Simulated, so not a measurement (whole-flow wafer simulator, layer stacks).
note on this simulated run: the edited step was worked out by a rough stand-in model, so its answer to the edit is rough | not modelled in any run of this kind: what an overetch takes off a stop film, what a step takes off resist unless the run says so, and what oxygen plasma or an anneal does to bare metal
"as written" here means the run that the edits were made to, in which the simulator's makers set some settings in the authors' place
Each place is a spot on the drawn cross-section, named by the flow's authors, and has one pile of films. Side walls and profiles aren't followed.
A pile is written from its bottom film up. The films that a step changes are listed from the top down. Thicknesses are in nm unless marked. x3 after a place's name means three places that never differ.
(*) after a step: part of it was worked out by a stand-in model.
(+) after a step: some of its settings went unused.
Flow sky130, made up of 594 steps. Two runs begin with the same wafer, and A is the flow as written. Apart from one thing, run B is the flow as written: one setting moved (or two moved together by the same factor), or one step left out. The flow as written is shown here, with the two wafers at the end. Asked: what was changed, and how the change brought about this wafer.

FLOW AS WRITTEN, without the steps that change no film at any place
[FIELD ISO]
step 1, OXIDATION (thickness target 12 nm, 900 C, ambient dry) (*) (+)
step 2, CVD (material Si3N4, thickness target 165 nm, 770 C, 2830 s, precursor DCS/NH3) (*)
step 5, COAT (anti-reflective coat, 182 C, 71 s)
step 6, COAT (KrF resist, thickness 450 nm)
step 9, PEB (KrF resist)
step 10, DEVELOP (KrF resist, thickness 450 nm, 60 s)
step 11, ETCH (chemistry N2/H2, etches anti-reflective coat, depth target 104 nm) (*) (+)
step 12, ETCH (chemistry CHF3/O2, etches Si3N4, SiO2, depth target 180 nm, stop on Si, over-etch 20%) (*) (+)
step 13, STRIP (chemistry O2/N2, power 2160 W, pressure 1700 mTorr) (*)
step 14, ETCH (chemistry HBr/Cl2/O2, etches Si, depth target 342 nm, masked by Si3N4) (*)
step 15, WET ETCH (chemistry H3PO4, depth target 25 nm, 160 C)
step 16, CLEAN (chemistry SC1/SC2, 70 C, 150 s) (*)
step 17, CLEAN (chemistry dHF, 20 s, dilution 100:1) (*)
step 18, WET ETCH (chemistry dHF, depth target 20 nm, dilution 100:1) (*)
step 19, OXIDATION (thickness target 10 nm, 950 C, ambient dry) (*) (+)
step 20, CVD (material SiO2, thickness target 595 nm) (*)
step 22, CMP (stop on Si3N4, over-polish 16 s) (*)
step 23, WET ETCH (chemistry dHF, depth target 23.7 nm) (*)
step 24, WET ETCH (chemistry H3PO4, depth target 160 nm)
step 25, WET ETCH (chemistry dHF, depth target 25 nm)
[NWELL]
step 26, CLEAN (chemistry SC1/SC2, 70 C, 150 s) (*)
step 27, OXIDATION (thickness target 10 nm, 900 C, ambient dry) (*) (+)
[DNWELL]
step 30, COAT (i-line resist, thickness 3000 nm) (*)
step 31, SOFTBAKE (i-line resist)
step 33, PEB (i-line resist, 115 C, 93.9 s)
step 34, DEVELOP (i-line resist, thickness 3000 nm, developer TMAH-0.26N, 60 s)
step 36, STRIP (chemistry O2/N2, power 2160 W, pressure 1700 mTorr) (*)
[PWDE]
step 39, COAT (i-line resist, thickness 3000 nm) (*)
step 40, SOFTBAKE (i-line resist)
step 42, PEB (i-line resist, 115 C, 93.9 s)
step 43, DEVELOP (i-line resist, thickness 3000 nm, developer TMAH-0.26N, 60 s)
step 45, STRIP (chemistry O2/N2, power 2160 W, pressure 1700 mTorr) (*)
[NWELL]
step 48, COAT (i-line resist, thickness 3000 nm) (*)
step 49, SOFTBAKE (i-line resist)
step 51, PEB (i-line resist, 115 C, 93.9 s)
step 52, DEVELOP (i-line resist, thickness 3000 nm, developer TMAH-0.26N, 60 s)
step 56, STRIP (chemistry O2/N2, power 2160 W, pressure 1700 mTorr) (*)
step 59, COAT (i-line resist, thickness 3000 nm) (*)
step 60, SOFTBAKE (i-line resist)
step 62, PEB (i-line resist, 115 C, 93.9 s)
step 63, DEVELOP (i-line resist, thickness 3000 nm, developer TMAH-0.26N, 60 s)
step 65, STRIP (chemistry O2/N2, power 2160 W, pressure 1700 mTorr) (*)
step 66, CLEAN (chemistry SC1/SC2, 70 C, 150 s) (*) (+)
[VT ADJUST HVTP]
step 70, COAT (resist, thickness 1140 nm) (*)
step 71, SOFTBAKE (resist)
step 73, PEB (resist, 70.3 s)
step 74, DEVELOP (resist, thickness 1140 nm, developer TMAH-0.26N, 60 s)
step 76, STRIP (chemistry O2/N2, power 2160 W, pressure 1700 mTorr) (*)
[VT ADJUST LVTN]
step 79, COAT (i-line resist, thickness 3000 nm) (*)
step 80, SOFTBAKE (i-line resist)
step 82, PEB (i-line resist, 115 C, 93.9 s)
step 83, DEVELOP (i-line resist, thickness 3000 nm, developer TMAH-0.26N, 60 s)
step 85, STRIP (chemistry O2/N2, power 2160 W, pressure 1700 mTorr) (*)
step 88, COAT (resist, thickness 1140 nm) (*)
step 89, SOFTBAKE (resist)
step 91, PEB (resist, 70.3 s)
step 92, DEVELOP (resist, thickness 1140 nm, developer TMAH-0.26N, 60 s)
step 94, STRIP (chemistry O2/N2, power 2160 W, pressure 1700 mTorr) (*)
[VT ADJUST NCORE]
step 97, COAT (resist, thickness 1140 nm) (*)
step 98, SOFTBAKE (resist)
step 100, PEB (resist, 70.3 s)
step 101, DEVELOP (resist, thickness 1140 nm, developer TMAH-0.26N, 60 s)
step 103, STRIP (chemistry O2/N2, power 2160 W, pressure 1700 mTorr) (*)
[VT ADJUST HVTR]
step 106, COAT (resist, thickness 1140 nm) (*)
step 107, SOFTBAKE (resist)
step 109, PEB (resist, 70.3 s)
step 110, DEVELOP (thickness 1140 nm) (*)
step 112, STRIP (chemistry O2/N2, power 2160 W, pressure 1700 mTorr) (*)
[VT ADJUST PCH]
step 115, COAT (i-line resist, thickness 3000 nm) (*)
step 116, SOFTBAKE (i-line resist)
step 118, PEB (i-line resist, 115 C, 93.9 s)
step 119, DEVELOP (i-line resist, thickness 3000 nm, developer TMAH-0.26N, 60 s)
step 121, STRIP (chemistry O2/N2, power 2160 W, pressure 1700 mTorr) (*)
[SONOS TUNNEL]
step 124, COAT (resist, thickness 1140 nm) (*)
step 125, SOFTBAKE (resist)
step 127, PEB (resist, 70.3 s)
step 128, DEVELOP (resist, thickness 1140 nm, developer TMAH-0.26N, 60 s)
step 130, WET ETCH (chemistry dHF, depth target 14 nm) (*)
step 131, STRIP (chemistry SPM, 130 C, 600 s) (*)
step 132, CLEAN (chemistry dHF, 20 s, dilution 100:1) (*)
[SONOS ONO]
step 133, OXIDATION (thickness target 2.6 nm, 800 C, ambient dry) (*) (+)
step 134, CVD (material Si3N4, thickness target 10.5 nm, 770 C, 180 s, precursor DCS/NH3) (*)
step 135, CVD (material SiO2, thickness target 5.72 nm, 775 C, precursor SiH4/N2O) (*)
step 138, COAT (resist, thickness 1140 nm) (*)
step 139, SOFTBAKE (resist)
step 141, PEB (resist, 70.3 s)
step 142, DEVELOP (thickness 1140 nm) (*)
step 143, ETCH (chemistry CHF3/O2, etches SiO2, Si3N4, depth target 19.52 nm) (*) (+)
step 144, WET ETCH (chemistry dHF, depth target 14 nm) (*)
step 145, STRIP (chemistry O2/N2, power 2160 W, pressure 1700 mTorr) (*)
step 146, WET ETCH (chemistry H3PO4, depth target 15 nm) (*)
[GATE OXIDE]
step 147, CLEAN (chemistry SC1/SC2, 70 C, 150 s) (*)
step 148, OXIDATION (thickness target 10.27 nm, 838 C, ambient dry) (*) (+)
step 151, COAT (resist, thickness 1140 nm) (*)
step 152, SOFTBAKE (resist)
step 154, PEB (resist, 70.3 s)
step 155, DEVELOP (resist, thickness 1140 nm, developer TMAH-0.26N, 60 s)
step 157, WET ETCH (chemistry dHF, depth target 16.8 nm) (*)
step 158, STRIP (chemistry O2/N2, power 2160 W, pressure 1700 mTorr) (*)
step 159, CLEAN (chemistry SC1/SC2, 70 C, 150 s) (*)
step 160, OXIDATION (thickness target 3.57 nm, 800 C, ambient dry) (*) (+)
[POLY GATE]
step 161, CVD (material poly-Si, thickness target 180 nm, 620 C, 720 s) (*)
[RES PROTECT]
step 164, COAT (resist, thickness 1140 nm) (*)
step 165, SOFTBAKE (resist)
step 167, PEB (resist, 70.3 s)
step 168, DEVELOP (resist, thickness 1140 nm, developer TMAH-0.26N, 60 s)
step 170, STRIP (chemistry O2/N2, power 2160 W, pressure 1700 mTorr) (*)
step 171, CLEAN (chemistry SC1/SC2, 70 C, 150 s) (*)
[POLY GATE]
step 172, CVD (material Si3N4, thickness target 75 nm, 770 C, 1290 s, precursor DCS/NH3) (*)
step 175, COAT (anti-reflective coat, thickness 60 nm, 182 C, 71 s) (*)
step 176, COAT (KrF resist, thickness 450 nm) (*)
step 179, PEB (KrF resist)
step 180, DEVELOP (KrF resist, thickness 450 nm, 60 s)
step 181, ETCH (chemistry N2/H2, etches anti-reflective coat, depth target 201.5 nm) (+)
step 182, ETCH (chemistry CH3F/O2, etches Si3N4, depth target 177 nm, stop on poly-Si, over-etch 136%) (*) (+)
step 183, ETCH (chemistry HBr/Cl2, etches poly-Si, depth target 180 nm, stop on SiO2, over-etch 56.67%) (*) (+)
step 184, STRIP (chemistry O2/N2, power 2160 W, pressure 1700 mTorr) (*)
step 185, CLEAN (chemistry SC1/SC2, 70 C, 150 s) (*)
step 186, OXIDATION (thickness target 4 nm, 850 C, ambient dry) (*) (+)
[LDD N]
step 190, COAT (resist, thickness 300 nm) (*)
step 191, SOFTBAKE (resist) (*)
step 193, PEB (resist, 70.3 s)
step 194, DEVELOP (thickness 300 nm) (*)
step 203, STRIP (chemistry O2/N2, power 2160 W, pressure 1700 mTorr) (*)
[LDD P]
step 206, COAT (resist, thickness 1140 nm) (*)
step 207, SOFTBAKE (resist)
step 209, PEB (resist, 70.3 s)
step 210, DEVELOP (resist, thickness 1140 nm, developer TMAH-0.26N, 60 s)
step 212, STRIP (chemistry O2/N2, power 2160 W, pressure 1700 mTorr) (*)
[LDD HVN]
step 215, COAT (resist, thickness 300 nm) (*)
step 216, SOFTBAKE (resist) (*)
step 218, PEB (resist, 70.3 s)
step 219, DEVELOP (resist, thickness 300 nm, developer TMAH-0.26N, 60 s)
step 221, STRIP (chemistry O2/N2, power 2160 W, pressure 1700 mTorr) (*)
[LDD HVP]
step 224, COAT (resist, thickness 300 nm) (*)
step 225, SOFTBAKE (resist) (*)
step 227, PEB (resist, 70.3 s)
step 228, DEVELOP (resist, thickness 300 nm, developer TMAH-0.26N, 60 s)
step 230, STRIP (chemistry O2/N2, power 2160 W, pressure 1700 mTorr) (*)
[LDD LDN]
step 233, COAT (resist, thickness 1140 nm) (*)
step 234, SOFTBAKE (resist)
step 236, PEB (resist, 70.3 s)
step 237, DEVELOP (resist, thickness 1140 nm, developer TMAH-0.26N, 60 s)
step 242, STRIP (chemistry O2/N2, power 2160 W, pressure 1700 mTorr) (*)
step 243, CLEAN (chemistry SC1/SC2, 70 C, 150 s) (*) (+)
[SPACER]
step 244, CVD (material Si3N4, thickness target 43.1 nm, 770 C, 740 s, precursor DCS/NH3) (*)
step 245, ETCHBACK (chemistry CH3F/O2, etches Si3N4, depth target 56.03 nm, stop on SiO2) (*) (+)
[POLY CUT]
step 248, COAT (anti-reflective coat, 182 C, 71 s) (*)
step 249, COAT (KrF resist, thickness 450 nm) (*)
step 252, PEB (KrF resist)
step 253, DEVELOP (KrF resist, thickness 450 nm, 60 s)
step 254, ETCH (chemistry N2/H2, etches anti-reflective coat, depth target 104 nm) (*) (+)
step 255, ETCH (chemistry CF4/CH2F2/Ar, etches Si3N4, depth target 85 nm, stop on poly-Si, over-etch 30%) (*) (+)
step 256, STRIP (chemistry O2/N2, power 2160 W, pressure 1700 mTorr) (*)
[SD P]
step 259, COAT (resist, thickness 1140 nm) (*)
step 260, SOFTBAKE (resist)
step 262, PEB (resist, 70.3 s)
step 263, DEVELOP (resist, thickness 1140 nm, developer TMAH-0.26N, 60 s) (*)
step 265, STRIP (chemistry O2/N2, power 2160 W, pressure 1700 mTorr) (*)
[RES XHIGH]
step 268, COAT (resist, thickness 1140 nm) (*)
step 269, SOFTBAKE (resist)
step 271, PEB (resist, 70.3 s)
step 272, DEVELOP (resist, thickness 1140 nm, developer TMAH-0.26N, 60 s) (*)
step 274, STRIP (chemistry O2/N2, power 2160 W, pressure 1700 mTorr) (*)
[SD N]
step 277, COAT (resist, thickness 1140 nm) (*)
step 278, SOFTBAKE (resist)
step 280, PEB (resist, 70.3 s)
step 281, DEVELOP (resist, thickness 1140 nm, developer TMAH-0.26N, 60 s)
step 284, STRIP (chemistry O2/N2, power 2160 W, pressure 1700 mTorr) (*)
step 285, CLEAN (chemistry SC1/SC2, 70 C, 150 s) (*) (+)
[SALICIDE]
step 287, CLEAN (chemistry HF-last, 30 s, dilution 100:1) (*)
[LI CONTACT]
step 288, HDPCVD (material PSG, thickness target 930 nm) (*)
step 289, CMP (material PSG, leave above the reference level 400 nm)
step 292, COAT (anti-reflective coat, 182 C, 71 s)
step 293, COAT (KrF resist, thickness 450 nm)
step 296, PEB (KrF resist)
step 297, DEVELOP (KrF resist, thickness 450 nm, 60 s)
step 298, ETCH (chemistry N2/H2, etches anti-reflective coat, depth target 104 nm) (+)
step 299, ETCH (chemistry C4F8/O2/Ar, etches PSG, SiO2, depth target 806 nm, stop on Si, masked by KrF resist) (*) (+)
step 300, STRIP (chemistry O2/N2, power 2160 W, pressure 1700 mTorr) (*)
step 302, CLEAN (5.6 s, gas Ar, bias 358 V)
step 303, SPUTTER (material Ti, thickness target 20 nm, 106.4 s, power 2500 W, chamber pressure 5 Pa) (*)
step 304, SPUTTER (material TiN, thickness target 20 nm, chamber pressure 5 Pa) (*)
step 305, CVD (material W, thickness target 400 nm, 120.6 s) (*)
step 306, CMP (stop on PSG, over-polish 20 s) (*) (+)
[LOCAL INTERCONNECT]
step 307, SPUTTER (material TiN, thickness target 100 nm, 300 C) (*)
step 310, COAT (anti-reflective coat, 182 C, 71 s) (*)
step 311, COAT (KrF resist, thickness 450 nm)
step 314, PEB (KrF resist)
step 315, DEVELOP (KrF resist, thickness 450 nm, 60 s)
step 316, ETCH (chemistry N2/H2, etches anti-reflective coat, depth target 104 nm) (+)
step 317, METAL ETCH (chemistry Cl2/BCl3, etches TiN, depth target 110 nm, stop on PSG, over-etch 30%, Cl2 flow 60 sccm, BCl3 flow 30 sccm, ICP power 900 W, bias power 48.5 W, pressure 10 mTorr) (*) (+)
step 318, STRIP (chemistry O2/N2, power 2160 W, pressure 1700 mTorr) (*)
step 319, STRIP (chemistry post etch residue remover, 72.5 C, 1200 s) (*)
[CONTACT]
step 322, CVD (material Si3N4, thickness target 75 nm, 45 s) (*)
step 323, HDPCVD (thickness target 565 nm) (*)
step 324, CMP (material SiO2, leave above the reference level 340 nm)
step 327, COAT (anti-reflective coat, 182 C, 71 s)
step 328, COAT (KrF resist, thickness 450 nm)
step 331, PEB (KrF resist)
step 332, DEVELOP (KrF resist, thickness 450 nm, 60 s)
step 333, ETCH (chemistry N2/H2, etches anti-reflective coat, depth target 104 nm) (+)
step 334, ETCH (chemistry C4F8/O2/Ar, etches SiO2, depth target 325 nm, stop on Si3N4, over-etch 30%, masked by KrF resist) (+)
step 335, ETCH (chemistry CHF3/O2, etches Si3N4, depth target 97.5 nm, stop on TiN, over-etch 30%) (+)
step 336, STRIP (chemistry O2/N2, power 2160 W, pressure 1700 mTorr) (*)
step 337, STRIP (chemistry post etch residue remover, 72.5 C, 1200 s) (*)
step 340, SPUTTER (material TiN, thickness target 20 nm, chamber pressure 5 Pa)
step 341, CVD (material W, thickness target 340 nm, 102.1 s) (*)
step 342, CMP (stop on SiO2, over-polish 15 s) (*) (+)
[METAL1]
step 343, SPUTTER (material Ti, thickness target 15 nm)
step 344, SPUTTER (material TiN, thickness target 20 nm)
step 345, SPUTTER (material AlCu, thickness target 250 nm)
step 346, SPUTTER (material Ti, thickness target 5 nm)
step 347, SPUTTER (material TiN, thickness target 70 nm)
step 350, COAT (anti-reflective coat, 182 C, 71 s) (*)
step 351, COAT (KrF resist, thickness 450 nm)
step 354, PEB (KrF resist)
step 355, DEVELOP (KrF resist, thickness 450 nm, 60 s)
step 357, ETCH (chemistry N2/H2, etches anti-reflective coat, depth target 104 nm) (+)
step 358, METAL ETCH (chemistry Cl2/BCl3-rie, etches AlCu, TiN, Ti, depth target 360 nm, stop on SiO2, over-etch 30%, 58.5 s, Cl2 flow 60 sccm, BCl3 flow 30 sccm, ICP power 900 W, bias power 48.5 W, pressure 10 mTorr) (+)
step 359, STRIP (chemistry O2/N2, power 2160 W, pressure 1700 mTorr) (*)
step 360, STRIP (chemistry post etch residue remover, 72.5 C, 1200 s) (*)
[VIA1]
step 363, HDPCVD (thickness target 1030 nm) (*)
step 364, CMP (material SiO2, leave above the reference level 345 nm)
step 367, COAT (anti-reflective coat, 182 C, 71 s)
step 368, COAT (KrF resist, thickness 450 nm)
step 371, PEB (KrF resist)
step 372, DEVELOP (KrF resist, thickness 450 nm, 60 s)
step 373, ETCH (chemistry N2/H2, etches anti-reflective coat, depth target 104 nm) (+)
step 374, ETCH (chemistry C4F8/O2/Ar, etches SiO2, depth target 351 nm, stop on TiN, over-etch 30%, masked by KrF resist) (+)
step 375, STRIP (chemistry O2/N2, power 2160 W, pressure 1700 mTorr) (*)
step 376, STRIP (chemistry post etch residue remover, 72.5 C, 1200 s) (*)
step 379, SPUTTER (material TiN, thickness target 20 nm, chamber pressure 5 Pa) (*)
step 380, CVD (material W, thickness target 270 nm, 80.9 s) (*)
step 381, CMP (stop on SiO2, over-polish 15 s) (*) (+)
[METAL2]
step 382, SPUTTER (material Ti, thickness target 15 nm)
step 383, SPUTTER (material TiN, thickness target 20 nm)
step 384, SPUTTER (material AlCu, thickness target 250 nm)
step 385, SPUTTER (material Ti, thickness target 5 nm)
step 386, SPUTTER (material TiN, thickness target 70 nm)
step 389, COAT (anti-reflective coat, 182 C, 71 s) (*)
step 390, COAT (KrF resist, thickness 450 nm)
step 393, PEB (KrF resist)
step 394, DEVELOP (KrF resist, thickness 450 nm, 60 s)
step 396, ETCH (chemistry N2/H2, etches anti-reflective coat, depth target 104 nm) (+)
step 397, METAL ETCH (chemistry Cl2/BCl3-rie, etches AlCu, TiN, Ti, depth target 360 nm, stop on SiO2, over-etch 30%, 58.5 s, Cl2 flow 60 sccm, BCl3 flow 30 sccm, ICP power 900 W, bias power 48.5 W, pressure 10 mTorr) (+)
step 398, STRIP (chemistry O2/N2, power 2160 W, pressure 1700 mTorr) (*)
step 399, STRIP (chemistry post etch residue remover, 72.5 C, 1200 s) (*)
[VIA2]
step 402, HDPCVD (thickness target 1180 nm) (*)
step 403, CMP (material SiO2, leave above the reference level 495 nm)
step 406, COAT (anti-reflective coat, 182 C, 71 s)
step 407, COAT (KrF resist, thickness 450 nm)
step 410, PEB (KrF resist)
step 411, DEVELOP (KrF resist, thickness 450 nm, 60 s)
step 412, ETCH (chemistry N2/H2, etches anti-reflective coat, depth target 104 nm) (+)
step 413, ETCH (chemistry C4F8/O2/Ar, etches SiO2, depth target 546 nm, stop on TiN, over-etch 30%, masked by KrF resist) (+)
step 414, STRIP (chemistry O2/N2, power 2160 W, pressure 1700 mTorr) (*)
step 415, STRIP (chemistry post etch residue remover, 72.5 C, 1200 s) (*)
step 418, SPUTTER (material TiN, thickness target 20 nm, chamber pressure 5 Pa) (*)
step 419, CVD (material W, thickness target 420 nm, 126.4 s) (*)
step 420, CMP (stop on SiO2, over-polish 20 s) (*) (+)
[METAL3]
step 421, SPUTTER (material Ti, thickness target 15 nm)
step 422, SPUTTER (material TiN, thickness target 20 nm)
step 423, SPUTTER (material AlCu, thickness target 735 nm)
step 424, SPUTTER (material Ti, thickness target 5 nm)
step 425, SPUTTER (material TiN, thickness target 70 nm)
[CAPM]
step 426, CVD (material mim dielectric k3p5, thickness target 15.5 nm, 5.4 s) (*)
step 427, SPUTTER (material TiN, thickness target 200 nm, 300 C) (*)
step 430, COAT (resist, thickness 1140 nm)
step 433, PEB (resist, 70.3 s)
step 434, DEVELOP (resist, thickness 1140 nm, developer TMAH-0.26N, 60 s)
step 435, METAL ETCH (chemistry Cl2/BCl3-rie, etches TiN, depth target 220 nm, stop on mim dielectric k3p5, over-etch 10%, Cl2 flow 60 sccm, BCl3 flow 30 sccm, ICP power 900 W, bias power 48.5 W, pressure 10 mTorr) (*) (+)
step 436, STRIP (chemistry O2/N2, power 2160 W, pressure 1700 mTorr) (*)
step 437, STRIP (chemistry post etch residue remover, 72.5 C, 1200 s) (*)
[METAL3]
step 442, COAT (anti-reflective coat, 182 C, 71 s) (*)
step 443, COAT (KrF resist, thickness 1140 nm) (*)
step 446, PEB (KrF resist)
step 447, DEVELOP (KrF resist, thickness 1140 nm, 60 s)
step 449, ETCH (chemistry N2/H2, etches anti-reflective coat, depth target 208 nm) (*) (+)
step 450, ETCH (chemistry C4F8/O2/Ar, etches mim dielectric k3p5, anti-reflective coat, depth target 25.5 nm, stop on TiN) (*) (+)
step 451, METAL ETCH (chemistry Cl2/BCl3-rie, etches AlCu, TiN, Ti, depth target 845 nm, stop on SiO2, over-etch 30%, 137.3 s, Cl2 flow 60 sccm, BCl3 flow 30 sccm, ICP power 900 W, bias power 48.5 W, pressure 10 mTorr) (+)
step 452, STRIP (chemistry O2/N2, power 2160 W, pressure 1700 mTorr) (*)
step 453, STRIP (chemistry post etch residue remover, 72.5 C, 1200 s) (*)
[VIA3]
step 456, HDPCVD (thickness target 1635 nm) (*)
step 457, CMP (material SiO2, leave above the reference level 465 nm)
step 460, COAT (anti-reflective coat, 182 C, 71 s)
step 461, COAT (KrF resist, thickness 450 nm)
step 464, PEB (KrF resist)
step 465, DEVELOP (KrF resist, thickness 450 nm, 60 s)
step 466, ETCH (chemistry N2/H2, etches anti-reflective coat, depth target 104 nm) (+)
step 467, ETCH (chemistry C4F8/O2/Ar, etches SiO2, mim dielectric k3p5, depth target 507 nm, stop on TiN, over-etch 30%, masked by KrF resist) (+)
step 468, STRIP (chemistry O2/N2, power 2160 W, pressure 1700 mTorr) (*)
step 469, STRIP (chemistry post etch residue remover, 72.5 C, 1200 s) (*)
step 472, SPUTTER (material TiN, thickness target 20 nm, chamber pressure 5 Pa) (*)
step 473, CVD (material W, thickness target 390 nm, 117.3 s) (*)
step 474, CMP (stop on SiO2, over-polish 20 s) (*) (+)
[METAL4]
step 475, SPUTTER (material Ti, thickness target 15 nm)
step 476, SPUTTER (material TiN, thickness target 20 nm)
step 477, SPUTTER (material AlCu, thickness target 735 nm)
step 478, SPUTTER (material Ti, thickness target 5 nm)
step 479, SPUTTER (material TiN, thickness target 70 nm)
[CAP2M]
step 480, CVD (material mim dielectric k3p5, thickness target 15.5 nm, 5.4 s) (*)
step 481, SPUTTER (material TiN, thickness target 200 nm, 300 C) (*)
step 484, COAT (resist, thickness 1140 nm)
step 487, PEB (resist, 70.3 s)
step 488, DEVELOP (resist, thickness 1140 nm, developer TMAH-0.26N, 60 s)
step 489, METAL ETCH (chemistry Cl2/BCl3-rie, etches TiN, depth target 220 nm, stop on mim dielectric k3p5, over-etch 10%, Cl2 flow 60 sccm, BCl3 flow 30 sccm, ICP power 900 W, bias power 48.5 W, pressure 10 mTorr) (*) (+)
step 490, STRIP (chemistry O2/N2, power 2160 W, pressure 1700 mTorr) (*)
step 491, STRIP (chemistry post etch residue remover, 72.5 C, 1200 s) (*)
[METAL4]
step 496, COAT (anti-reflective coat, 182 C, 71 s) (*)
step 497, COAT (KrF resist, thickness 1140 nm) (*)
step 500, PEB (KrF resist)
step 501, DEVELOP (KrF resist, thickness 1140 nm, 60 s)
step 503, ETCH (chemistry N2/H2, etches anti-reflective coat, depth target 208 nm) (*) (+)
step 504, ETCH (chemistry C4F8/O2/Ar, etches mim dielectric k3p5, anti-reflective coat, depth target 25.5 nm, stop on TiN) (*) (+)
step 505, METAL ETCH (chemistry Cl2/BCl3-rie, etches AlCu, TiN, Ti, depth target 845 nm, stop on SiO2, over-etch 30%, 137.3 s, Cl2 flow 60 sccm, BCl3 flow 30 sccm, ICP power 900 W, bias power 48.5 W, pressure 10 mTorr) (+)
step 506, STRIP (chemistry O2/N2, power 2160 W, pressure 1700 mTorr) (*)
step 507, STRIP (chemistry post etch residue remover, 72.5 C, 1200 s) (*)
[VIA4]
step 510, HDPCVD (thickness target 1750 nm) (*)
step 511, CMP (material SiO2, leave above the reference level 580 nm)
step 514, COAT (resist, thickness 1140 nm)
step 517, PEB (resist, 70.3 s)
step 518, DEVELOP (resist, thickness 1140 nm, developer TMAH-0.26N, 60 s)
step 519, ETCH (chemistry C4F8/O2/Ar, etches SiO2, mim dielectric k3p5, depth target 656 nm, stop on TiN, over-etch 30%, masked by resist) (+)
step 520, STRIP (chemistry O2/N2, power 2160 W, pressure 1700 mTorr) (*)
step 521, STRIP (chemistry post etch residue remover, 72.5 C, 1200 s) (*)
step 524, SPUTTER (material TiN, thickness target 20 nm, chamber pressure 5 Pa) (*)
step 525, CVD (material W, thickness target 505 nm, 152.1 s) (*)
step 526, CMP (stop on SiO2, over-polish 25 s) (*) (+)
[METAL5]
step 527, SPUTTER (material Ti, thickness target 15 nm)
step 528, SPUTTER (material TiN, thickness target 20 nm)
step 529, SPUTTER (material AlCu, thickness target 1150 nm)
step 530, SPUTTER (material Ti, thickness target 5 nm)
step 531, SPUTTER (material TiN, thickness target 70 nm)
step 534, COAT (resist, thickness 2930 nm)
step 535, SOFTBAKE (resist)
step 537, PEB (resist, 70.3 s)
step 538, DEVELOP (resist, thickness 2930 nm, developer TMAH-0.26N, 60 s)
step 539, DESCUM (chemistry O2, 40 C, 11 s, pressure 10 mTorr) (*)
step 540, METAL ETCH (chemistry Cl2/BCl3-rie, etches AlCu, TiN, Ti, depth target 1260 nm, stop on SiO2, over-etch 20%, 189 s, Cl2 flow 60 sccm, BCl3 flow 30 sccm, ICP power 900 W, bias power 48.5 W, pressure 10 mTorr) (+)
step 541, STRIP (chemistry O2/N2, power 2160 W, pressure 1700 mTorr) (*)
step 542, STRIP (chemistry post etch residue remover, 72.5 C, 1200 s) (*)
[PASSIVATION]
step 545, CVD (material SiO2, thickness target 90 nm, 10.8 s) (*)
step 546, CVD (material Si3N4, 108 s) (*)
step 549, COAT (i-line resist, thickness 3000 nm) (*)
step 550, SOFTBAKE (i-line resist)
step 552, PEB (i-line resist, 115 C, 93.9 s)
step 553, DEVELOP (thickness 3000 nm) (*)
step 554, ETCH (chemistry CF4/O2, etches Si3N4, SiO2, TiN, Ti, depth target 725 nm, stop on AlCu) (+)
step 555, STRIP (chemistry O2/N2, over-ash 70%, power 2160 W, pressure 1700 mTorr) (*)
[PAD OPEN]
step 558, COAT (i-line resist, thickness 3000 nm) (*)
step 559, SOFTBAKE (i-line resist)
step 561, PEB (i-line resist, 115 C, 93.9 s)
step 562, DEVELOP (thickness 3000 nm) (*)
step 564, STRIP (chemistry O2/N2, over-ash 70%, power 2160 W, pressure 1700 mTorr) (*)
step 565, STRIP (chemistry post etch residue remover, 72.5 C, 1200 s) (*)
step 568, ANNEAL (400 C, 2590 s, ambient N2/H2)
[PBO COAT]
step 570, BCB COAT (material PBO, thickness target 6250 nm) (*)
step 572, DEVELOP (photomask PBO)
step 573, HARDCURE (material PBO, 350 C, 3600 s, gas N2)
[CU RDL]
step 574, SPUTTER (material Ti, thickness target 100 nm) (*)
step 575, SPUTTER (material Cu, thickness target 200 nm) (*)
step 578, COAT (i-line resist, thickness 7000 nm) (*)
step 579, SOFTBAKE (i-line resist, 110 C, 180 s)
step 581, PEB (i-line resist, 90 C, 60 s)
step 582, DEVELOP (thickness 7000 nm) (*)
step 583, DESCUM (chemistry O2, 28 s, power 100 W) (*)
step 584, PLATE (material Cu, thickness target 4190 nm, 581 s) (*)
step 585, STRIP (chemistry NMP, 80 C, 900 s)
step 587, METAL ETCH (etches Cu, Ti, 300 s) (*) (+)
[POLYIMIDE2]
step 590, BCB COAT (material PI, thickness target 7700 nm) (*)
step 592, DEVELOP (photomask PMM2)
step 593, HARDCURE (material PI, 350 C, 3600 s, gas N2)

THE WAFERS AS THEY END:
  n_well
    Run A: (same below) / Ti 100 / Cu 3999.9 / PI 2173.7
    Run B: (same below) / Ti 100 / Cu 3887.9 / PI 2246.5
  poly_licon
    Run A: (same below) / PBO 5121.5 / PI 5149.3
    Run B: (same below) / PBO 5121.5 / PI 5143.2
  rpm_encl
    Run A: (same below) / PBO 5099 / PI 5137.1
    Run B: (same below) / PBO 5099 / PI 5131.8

Cause: step 575, SPUTTER: thickness target 88 nm was run, while the flow as written has thickness target 200 nm.

The path from the change to this, step by step:
  step 575, SPUTTER (material Cu, thickness target 200 nm) (*)
      field, active, n_well and 190 more: A +200 Cu (new film) | B +88 Cu (new film)
  step 587, METAL ETCH (etches Cu, Ti, 300 s) (*) (+)
      field, active, gate and 167 more: A -200 Cu (all of it), -100 Ti (all of it) | B -88 Cu (all of it), -100 Ti (all of it)
  step 590, BCB COAT (material PI, thickness target 7700 nm) (*)
      n_well, p_well, sd_n, sd_p: A +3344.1 PI (new film) | B +3456.1 PI (new film)
      mim: A +3670.5 PI (new film) | B +3777.4 PI (new film)
      (also at 14 further places)
  step 593, HARDCURE (material PI, 350 C, 3600 s, gas N2)
      n_well, p_well, sd_n, sd_p: A -1170.4 PI | B -1209.6 PI
